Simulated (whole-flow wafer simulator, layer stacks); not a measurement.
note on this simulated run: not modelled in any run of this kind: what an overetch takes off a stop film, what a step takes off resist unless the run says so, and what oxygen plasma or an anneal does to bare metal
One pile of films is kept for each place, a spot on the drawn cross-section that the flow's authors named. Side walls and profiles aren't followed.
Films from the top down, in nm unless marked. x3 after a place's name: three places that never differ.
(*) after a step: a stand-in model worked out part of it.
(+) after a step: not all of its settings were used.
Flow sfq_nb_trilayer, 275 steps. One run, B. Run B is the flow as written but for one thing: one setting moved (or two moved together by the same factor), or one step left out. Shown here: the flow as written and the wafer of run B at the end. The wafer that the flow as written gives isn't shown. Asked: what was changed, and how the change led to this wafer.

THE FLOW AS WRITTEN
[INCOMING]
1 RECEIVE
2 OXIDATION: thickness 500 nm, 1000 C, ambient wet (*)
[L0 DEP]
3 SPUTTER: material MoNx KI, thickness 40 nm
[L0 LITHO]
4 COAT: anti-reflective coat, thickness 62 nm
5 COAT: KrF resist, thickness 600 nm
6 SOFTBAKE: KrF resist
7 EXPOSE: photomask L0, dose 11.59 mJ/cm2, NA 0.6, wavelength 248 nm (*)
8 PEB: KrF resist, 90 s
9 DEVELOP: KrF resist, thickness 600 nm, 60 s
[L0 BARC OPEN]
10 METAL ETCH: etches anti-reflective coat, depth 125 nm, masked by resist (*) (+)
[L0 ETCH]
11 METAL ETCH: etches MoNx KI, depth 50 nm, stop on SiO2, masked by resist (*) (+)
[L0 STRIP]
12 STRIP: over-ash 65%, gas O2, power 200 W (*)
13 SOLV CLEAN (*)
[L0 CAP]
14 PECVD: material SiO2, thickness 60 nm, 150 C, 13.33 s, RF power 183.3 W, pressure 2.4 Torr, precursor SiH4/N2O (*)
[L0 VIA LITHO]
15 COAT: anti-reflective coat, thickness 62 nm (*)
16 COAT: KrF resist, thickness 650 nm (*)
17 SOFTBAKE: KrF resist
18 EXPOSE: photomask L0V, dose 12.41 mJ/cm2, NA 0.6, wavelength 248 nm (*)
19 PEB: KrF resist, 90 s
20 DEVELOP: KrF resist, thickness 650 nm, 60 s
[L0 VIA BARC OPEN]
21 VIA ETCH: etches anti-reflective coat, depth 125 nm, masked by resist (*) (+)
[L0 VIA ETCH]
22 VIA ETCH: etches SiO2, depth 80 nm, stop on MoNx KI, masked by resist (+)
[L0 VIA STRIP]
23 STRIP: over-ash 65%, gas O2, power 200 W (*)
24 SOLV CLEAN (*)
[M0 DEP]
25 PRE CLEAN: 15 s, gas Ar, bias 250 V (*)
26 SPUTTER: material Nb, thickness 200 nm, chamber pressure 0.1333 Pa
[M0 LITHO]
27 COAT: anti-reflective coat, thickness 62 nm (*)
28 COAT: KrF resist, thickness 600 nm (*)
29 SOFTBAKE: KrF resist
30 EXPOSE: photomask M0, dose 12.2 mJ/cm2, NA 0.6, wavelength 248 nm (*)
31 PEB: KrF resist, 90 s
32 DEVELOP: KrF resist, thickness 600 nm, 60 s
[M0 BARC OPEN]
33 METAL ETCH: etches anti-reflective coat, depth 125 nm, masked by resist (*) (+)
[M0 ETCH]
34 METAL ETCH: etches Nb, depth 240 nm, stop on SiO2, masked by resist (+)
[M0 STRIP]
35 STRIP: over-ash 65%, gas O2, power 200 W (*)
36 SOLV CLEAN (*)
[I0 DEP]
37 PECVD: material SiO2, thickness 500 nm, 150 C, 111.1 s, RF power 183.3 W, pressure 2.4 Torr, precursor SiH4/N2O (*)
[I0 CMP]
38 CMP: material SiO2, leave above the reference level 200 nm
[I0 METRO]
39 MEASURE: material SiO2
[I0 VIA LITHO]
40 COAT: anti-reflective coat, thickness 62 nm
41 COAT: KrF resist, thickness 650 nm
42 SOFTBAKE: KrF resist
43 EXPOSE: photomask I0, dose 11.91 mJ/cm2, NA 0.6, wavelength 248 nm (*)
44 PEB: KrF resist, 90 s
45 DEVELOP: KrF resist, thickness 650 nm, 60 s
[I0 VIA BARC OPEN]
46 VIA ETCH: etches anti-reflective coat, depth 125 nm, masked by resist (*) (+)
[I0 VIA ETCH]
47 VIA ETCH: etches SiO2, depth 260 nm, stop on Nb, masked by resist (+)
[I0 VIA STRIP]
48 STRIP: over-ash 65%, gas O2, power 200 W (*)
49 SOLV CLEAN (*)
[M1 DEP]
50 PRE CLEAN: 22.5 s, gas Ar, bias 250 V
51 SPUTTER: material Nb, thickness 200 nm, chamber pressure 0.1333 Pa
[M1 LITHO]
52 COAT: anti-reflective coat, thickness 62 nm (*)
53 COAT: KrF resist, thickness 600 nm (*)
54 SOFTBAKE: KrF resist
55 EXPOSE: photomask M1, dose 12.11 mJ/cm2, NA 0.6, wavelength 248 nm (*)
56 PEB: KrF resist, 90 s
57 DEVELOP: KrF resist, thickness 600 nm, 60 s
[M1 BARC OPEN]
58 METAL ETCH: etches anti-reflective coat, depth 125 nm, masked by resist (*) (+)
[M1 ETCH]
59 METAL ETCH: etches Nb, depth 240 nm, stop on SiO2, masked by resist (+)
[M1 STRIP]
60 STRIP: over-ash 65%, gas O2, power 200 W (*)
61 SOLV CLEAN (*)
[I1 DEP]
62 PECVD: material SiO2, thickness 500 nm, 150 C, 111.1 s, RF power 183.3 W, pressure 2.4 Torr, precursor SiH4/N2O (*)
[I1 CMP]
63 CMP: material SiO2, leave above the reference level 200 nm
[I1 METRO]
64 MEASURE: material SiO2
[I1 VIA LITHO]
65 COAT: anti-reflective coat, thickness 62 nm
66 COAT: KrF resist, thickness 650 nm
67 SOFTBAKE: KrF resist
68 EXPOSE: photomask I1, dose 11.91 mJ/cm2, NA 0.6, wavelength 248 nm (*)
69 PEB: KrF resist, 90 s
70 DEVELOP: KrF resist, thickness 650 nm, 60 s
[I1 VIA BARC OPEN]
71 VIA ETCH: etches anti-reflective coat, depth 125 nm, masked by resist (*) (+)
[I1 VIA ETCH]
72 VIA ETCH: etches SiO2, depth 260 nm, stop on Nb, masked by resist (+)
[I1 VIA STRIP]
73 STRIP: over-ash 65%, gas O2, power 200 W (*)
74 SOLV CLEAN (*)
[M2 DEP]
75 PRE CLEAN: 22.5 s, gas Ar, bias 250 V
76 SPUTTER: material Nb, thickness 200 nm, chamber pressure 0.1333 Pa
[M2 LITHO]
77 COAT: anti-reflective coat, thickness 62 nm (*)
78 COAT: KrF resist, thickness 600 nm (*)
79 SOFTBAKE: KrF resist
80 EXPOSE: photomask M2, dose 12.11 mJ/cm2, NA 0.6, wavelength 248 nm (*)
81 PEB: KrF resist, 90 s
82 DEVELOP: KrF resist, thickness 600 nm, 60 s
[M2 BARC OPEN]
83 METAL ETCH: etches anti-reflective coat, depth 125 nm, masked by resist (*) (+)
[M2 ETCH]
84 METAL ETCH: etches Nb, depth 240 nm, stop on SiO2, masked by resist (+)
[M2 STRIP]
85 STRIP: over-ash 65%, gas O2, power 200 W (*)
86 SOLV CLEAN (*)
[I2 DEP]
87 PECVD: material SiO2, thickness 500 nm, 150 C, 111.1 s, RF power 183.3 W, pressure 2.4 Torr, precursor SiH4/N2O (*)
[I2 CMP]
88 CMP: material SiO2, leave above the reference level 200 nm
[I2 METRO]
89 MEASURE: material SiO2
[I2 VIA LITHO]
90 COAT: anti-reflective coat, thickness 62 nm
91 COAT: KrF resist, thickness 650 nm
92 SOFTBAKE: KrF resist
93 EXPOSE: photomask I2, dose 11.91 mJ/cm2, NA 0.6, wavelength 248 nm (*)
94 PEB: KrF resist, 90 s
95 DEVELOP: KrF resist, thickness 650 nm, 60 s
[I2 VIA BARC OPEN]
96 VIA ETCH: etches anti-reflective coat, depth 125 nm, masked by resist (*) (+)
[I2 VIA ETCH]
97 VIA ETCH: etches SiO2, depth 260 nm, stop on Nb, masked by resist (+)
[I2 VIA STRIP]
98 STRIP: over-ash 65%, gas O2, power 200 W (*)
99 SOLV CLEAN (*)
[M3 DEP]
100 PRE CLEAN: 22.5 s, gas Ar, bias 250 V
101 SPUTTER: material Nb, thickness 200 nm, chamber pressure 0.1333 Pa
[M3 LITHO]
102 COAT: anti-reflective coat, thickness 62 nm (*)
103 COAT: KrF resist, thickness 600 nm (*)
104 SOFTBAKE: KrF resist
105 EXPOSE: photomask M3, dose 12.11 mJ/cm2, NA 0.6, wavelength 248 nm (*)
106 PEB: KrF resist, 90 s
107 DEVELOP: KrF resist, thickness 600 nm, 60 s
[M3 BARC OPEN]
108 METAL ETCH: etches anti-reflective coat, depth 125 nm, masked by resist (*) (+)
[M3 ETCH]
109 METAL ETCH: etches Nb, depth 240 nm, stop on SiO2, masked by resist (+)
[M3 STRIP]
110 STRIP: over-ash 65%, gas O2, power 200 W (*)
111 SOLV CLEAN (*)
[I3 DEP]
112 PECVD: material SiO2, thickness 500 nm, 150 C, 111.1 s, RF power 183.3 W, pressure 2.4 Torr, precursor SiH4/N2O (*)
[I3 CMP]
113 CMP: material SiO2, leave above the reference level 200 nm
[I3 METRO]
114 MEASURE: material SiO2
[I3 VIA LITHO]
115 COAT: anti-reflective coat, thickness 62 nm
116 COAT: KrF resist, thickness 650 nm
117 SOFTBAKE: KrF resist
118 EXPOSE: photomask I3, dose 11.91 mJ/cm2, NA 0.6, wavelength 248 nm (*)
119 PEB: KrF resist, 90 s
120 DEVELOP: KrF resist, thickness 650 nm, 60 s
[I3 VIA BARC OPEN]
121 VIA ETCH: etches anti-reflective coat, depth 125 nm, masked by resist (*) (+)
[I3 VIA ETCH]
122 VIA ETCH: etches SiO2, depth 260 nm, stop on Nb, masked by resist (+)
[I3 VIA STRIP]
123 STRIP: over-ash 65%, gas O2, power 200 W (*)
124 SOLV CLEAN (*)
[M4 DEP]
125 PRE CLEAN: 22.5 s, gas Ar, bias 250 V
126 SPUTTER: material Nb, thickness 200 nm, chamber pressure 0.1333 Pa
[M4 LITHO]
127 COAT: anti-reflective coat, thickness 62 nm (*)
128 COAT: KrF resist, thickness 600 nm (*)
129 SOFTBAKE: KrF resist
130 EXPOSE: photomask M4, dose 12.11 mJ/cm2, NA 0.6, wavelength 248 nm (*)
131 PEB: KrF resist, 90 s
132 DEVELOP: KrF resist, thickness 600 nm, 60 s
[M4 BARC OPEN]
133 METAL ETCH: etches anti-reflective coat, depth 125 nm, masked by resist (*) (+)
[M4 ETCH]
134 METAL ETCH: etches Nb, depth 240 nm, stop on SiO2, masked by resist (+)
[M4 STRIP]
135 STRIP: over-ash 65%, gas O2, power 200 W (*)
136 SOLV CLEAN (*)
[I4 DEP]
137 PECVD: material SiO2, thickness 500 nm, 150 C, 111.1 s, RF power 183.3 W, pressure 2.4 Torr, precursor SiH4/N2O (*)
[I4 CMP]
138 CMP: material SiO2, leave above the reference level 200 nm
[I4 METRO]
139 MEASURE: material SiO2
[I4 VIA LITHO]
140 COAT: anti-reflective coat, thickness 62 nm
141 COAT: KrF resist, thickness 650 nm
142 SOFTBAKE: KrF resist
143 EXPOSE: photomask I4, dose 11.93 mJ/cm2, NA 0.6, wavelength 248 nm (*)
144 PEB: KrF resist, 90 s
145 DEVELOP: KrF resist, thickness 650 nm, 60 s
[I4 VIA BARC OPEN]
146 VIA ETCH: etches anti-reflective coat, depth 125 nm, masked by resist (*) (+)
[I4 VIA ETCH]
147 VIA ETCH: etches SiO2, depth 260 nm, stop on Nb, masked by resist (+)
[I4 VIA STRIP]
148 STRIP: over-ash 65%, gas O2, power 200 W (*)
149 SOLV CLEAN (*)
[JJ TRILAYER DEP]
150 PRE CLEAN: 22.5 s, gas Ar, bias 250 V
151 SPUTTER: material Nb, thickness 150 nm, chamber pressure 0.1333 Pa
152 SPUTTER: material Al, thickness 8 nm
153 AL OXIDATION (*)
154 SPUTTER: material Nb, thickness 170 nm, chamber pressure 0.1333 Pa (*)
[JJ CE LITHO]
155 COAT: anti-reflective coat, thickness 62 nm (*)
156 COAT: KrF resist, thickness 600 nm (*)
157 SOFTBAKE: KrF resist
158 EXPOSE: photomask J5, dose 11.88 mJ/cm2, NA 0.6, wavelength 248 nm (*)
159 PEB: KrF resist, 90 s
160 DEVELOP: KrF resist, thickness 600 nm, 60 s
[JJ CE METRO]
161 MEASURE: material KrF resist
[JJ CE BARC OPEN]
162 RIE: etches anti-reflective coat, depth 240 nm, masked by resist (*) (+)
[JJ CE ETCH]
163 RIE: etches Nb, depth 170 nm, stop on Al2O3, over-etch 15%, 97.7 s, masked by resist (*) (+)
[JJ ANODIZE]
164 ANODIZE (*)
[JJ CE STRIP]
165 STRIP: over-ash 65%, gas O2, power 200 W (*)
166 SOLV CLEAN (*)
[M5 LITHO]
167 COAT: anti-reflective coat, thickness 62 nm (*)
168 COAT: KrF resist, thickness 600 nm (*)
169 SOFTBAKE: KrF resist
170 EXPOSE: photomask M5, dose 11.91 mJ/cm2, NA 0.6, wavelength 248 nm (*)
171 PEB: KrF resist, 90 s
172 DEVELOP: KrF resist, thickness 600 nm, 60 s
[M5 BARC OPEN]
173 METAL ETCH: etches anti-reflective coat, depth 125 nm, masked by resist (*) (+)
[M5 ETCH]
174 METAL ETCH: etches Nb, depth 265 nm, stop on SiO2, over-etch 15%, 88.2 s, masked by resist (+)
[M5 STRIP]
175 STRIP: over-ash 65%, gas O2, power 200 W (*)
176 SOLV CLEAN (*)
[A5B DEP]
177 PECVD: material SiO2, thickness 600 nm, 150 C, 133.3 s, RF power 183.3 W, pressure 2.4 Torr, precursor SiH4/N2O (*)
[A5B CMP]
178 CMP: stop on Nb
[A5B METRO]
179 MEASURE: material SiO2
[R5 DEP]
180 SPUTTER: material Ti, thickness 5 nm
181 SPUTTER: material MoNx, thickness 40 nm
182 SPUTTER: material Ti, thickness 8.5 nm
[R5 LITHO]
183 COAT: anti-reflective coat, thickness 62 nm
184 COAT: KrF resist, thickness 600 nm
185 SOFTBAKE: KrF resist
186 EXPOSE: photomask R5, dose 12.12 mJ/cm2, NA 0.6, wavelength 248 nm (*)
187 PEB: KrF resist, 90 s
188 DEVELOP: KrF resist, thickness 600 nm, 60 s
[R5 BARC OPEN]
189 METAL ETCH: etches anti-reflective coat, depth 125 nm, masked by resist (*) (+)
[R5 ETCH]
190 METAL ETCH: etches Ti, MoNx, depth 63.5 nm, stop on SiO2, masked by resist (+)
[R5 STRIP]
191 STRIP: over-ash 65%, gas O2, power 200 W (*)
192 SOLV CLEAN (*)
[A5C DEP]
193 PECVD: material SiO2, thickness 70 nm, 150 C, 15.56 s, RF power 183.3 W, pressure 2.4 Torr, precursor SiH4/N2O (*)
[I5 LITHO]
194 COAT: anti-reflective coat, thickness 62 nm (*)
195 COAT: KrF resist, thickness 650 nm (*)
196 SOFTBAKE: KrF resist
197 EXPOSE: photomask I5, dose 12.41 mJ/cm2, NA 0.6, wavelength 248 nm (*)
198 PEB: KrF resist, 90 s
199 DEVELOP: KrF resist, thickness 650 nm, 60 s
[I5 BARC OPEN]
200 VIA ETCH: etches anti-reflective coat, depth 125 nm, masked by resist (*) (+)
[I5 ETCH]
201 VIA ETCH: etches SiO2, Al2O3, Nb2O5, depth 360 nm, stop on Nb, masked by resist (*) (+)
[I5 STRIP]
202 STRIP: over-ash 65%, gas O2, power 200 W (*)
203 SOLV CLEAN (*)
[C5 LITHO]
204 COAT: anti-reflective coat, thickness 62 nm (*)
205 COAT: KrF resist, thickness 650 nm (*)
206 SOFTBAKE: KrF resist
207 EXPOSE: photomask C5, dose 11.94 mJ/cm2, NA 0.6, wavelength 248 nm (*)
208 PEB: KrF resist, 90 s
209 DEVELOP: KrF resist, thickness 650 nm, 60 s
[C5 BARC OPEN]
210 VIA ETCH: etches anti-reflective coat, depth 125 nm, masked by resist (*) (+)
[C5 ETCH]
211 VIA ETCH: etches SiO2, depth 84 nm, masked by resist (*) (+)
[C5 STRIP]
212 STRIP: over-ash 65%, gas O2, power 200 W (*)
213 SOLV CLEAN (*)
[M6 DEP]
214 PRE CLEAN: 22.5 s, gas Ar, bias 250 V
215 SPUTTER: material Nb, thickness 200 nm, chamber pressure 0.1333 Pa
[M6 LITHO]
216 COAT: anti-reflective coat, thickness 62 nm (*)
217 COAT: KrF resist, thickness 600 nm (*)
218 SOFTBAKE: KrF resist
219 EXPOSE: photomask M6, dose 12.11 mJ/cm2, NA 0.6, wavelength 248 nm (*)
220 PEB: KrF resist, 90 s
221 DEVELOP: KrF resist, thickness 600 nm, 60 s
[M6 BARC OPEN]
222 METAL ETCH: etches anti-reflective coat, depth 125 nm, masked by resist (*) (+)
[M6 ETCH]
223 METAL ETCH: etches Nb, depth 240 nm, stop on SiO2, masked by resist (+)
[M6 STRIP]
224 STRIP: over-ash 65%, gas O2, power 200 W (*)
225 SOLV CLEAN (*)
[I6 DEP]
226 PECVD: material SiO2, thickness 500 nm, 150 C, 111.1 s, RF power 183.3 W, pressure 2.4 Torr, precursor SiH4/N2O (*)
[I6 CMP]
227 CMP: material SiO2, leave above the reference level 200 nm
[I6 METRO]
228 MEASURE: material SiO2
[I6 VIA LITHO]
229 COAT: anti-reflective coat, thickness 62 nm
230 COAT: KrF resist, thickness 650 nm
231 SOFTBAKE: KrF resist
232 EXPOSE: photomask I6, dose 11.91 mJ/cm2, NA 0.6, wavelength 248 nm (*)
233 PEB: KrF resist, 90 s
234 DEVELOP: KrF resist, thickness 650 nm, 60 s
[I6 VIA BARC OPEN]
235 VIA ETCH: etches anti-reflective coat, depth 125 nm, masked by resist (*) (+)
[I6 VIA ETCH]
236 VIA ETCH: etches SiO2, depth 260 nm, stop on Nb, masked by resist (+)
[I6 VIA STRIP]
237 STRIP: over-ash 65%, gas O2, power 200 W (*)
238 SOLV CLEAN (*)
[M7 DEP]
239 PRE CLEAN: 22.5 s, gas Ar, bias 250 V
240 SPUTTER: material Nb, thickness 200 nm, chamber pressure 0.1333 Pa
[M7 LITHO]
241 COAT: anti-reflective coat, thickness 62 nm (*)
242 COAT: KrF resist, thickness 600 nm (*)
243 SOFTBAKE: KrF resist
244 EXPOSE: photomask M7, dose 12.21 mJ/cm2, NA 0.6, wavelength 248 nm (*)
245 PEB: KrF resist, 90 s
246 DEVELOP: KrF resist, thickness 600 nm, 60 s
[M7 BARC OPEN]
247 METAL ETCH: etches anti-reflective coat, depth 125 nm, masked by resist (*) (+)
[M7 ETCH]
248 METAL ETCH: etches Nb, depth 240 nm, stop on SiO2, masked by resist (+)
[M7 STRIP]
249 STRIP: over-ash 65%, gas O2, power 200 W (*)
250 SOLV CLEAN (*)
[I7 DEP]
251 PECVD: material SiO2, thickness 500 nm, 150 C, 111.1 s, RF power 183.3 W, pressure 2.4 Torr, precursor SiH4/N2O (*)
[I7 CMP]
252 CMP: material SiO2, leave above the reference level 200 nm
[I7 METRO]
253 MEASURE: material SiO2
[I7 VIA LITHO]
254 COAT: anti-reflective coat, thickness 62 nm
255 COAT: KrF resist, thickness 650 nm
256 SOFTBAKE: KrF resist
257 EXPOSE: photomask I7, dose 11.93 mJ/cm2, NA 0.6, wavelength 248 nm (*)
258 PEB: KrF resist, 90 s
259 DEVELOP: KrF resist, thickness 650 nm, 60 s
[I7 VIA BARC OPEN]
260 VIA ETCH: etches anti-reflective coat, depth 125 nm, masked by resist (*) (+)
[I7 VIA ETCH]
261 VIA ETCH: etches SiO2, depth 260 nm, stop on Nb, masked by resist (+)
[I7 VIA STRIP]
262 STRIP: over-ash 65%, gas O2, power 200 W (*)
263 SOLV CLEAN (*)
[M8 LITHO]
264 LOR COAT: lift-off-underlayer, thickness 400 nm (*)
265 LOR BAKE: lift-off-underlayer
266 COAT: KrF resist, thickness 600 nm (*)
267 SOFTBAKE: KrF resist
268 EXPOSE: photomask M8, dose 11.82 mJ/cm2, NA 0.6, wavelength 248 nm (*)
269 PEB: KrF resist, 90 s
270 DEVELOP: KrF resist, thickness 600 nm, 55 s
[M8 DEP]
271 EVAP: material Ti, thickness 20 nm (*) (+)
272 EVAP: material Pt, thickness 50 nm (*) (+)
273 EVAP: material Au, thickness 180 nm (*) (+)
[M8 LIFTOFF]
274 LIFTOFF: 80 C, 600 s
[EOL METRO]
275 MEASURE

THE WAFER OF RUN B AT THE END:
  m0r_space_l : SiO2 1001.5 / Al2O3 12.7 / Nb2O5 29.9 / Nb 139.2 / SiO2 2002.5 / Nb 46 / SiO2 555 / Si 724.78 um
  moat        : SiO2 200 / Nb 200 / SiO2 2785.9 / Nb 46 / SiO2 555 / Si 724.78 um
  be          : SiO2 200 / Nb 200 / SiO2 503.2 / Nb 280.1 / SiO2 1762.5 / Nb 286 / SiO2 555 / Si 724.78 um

The cause: step 26, SPUTTER: thickness 286 nm was run, where the flow has thickness 200 nm.
It can be read off the wafer: be has Nb 286, and step 26 as written asks for 200 nm.

How the change led to this, step by step:
  26 SPUTTER: material Nb, thickness 200 nm, chamber pressure 0.1333 Pa
      field_l, v_sur, via_wl and 102 more: Nb +286 (new film) (as written it would be: Nb +200 (new film))
      l0v: Nb +281.9 (new film) (as written it would be: Nb +195.7 (new film))
  34 METAL ETCH: etches Nb, depth 240 nm, stop on SiO2, masked by resist (+)
      moat, m0r_space_l, m0r_space_r: Nb -240 (as written it would be: Nb -200 (all of it))
  37 PECVD: material SiO2, thickness 500 nm, 150 C, 111.1 s, RF power 183.3 W, pressure 2.4 Torr, precursor SiH4/N2O (*)
      moat, m0r_space_l, m0r_space_r: SiO2 +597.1 (new film) (as written it would be: SiO2 +557.1)
Counting metal films that touch as one body, m0r_space_l has 2 bodies (between them, from the top down: SiO2 2002.5); the flow as written gives 1 body.
Counting metal films that touch as one body, moat has 2 bodies (between them, from the top down: SiO2 2785.9); the flow as written gives 1 body.
